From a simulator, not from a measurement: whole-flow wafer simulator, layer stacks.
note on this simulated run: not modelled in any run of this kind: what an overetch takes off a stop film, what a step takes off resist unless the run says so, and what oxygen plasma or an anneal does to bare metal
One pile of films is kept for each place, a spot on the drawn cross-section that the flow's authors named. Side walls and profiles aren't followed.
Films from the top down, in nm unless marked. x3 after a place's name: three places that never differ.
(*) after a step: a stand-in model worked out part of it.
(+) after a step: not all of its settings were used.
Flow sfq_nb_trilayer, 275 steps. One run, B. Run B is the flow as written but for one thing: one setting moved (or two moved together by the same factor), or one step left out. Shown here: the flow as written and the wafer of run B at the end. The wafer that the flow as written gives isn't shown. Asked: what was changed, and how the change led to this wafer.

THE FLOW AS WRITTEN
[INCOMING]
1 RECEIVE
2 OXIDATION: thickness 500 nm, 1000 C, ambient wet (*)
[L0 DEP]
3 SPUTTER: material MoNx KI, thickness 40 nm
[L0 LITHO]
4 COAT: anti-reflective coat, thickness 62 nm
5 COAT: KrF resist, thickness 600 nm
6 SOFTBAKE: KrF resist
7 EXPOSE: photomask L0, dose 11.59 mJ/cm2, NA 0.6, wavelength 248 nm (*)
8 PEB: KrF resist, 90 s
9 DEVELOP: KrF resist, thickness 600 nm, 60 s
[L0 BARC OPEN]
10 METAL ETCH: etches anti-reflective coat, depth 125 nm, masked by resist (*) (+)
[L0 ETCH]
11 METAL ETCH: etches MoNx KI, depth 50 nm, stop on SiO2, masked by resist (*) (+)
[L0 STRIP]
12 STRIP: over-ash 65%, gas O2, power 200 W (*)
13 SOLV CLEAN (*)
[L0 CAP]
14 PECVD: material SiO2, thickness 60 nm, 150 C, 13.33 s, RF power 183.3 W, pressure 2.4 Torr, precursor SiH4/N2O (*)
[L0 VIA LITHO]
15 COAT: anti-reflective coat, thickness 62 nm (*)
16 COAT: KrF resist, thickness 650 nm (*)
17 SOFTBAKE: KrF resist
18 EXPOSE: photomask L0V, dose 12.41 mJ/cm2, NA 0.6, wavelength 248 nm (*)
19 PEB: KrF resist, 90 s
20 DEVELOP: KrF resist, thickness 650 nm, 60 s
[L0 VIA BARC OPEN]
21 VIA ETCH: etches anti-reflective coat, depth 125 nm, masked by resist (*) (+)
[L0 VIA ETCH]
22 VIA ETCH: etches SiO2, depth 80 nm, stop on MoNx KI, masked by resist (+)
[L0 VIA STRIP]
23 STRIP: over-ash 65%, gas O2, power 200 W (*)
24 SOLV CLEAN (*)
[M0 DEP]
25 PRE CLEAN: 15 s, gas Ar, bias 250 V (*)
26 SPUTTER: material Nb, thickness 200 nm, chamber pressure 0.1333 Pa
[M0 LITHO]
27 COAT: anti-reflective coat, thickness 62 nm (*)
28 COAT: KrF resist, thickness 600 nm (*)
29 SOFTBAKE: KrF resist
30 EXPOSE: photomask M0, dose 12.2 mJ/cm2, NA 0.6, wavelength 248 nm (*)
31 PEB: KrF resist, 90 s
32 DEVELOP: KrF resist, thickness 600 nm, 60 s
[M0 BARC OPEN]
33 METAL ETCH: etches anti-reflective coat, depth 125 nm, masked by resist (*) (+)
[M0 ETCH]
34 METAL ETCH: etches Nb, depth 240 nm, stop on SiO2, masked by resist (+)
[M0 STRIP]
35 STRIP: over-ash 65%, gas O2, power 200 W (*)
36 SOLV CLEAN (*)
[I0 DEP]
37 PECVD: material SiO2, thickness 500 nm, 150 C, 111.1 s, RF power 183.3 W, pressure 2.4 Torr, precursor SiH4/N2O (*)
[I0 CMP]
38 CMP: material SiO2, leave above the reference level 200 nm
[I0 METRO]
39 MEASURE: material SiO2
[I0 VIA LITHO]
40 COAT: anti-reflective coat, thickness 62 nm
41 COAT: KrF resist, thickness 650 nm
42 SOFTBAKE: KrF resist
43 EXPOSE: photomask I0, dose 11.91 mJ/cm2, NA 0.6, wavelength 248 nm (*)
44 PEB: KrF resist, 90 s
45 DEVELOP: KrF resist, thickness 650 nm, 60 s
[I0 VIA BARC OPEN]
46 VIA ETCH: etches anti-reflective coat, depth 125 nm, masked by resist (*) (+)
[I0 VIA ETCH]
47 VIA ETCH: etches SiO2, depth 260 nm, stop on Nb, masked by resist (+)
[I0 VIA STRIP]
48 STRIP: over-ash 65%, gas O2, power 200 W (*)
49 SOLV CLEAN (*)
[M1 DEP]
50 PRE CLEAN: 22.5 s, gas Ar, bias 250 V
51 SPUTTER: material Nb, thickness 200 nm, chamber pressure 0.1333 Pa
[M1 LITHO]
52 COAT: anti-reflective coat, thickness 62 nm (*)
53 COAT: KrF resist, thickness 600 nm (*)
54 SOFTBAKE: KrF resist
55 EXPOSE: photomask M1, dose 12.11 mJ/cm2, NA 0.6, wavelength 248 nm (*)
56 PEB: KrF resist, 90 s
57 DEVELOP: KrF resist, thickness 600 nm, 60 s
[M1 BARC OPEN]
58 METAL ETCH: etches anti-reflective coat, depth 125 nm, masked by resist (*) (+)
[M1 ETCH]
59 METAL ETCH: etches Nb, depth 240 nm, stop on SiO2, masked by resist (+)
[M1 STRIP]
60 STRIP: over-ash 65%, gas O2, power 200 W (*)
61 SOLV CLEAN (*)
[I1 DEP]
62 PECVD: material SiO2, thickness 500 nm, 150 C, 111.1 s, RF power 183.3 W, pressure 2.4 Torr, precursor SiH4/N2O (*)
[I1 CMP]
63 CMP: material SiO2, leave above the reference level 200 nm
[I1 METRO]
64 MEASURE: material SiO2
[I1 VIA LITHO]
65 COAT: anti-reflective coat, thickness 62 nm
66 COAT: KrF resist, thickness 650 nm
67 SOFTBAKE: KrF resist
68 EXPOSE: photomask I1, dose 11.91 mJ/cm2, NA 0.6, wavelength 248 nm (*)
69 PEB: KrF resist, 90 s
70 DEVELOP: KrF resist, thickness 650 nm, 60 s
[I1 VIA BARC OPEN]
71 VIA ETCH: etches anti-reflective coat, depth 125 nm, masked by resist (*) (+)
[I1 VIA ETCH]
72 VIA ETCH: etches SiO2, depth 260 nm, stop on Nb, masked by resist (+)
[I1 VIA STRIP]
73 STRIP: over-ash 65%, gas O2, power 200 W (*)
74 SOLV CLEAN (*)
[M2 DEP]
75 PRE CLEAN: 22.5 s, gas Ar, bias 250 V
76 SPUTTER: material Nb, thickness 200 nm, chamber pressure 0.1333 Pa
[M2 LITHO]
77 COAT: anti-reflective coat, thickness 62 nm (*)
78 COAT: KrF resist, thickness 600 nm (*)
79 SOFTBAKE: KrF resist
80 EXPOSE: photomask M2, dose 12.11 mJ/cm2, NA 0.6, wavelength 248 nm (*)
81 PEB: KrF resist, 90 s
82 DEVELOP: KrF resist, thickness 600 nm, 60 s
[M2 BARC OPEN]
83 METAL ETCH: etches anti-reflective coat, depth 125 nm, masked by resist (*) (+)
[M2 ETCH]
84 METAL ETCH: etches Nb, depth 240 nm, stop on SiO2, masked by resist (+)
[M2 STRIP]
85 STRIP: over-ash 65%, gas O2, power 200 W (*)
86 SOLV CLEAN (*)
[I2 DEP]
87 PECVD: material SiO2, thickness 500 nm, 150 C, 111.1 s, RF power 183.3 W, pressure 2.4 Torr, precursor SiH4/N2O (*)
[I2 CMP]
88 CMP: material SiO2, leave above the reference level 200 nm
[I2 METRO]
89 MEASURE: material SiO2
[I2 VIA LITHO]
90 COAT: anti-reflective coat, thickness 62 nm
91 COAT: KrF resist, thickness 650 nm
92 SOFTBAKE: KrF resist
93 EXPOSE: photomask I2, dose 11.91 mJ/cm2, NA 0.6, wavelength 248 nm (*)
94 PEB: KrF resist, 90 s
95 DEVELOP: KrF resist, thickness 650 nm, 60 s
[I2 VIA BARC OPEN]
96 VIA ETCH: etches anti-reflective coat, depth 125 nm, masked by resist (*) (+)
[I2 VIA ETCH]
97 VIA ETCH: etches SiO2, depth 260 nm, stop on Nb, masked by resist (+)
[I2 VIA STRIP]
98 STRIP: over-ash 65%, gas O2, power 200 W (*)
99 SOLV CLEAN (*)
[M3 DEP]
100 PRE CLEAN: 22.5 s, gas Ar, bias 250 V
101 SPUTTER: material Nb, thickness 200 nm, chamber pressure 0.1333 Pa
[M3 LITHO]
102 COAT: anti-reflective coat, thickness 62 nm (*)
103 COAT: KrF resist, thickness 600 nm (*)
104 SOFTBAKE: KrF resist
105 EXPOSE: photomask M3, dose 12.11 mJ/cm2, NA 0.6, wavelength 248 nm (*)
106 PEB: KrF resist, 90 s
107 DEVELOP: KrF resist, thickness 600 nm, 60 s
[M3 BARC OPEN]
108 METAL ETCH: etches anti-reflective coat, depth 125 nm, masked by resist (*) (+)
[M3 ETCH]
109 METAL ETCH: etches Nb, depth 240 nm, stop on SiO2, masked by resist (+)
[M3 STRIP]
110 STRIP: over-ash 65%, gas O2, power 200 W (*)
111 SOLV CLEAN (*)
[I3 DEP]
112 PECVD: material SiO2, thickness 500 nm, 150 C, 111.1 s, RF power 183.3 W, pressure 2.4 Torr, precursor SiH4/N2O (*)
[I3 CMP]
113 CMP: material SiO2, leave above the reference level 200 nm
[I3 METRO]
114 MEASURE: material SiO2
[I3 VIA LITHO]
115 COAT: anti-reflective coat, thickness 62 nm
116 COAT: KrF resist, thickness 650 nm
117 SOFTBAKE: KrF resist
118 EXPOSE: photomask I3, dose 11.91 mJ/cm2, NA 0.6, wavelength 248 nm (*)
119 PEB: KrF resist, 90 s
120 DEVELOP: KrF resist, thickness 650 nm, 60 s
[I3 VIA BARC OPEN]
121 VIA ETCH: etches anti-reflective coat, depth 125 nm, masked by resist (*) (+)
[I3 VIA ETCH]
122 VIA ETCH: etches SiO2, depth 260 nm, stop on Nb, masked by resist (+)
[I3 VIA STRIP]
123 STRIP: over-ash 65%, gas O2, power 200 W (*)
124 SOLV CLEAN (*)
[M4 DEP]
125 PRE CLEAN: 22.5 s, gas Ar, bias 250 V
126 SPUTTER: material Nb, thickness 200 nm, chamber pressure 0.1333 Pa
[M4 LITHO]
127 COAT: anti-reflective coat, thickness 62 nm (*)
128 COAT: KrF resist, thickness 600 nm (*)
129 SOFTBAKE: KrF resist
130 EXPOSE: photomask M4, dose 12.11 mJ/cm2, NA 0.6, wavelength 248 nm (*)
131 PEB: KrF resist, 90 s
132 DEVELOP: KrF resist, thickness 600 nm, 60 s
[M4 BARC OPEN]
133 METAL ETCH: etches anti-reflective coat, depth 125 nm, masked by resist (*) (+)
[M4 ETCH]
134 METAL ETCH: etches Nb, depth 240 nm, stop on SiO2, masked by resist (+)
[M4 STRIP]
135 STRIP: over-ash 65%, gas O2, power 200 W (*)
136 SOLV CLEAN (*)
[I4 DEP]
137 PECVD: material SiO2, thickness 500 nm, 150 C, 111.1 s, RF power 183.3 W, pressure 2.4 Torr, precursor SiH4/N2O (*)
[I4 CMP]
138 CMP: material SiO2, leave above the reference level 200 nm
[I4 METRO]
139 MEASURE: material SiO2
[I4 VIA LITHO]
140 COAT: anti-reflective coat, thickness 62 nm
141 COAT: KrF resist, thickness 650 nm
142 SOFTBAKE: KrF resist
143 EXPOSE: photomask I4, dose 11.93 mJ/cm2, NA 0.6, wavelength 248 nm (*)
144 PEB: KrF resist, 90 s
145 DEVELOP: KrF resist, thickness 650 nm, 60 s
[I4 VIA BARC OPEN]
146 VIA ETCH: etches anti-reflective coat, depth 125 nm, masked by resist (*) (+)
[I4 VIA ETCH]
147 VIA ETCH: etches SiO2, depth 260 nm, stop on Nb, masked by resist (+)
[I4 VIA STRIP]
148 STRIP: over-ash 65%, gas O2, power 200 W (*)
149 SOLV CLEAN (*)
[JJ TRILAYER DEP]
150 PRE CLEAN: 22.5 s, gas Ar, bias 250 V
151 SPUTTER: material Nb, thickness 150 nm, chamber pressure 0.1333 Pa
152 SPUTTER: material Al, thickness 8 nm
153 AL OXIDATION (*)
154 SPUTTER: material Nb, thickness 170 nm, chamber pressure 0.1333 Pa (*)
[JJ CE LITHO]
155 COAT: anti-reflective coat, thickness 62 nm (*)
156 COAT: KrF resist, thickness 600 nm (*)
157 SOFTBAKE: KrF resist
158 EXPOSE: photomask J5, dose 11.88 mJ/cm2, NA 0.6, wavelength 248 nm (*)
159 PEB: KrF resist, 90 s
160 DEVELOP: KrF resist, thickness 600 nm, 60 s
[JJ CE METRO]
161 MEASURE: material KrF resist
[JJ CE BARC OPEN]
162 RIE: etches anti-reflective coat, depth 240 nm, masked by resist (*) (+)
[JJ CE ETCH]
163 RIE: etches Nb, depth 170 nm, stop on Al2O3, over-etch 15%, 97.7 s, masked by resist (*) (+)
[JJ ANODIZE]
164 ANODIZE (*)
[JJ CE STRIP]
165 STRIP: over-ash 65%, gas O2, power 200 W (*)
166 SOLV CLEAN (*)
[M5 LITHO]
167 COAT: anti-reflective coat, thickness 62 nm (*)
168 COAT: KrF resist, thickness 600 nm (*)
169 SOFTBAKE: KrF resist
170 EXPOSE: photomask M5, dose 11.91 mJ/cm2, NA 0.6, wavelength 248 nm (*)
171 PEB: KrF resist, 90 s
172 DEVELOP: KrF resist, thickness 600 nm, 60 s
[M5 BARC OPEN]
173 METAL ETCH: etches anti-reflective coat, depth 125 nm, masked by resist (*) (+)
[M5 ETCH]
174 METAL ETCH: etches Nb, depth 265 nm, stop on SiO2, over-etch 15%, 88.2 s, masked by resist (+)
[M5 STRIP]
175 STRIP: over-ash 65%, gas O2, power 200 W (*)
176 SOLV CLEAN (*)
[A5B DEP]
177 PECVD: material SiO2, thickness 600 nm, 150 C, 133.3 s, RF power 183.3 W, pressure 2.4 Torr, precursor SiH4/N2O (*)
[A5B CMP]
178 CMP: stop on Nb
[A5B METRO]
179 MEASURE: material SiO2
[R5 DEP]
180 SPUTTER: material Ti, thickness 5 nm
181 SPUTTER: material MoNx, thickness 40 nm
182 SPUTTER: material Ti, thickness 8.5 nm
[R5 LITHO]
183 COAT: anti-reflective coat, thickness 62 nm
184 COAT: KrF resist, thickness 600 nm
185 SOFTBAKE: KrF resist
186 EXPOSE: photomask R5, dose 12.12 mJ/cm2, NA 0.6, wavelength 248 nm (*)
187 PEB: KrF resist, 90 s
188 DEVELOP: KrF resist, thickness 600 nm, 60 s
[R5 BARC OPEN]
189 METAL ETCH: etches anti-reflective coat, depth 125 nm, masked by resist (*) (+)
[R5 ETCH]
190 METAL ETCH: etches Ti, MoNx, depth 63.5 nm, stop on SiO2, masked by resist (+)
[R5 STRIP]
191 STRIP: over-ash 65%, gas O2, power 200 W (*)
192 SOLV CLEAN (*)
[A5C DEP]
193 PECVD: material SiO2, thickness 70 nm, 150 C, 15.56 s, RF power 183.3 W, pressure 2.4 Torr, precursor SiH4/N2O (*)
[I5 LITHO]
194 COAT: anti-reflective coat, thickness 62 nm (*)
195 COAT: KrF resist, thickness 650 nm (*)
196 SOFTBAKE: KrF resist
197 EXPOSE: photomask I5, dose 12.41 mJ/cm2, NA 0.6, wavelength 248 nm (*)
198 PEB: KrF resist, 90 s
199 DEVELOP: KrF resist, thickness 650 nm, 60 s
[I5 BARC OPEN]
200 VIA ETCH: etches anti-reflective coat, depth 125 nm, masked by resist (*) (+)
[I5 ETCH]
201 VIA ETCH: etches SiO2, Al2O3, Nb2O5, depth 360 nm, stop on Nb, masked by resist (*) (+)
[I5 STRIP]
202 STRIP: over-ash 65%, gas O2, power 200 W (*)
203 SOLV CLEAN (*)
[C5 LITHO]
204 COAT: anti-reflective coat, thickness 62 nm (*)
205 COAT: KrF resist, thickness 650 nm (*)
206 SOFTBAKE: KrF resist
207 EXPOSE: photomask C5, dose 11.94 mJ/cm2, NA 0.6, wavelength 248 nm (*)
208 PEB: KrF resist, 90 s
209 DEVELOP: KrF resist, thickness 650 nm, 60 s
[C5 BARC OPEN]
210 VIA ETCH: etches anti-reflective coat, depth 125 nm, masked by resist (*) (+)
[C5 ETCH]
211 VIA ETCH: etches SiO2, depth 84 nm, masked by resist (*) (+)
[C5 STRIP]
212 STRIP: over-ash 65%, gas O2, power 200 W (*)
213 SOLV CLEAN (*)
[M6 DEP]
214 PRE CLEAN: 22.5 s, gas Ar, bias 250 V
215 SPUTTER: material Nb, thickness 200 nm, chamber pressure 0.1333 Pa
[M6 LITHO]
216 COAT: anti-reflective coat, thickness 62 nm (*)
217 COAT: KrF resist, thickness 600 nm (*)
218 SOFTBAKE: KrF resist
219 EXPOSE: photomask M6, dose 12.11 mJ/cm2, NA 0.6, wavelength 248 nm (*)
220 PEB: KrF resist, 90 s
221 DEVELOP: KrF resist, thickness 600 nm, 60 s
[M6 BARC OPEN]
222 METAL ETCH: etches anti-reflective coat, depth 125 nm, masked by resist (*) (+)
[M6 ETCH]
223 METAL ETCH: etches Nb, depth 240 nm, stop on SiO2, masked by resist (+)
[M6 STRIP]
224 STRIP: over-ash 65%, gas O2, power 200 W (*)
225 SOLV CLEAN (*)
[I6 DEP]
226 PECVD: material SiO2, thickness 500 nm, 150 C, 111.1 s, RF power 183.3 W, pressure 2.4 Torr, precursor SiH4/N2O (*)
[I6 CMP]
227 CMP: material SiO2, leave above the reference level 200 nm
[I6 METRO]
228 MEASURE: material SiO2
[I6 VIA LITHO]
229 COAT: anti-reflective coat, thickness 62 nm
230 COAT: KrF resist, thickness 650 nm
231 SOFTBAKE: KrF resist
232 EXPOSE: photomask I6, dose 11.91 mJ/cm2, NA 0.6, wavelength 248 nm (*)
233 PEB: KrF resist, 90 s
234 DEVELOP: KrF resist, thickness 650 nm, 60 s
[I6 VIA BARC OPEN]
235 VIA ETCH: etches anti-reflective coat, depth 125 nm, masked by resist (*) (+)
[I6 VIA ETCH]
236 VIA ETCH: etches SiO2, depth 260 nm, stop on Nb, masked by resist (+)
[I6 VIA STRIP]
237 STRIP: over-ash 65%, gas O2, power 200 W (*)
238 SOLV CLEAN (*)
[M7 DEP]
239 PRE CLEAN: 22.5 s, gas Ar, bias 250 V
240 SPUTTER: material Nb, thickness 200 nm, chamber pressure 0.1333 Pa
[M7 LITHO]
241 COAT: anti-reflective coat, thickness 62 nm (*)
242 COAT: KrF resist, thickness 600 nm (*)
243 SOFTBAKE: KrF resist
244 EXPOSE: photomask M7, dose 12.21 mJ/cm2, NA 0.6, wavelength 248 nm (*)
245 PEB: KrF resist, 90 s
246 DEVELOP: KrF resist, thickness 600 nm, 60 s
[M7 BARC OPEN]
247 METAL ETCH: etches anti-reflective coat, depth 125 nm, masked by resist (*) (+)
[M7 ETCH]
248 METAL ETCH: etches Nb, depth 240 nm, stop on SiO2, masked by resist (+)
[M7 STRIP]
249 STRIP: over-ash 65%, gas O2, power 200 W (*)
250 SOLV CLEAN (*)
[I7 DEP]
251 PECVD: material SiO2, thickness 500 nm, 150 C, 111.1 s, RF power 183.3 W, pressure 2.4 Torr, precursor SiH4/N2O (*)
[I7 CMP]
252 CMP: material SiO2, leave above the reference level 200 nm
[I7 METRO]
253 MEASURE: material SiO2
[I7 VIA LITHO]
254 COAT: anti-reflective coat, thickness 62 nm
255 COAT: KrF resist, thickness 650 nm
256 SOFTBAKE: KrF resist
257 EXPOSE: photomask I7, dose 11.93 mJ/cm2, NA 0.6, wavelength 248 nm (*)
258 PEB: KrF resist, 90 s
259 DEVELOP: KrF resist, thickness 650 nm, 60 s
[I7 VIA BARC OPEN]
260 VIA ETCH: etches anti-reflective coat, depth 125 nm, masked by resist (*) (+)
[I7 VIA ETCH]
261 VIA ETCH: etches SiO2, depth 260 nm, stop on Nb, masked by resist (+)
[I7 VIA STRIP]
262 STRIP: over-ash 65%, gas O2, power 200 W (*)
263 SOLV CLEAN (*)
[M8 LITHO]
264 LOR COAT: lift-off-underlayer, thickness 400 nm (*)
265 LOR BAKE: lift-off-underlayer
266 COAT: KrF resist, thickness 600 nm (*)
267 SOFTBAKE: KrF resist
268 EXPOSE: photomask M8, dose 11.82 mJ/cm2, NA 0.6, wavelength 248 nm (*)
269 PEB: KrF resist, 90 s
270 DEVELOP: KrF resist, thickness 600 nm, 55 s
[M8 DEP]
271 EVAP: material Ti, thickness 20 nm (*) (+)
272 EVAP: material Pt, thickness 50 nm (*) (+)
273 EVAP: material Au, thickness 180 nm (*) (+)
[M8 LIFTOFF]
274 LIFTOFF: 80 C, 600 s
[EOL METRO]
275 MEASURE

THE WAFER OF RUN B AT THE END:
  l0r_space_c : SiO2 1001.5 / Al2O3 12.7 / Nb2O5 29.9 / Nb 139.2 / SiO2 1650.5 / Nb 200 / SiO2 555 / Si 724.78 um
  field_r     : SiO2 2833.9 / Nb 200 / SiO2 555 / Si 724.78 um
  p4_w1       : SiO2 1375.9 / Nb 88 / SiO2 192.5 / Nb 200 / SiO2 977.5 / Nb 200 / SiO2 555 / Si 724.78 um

The cause: step 126, SPUTTER: thickness 88 nm was run, where the flow has thickness 200 nm.
It can be read off the wafer: p4_w1 has Nb 88, and step 126 as written asks for 200 nm.

How the change led to this, step by step:
  126 SPUTTER: material Nb, thickness 200 nm, chamber pressure 0.1333 Pa
      field_l, v_sur, via_wl and 102 more: Nb +88 (new film) (as written it would be: Nb +200 (new film))
      via_v: Nb +72.5 (as written it would be: Nb +165.5)
  127 COAT: anti-reflective coat, thickness 62 nm (*)
      via_v: anti-reflective coat +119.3 (new film) (as written it would be: anti-reflective coat +124.8 (new film))
  134 METAL ETCH: etches Nb, depth 240 nm, stop on SiO2, masked by resist (+)
      field_l, be, be_sur and 64 more: Nb -88 (all of it) (as written it would be: Nb -200 (all of it))
      v_sur, via_wl, via_w and 36 more: KrF resist -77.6 (as written it would be: KrF resist -141.2)
  135 STRIP: over-ash 65%, gas O2, power 200 W (*)
      p4_fl, p4_fm, p4_w1 and 26 more: KrF resist -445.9 (all of it), anti-reflective coat -62 (all of it) (as written it would be: KrF resist -382.4 (all of it), anti-reflective coat -62 (all of it))
      ln_m5, lsp_m, ln_m6: KrF resist -445.5 (all of it), anti-reflective coat -61.8 (all of it) (as written it would be: KrF resist -381.9 (all of it), anti-reflective coat -61.8 (all of it))
      (and at 7 more places)
  137 PECVD: material SiO2, thickness 500 nm, 150 C, 111.1 s, RF power 183.3 W, pressure 2.4 Torr, precursor SiH4/N2O (*)
      p3_s0, p3_s1, p3_s2, p3_s3, p3_s4, p3_s5: SiO2 +500 (as written it would be: SiO2 +557.1)
      via_v: SiO2 +583.7 (new film) (as written it would be: SiO2 +615 (new film))
  138 CMP: material SiO2, leave above the reference level 200 nm
      field_l, be, be_sur and 55 more: SiO2 -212 (as written it would be: SiO2 -100)
      p3_s0, p3_s1, p3_s2, p3_s3, p3_s4, p3_s5: SiO2 -212 (as written it would be: SiO2 -157.1)
      (and at 4 more places)
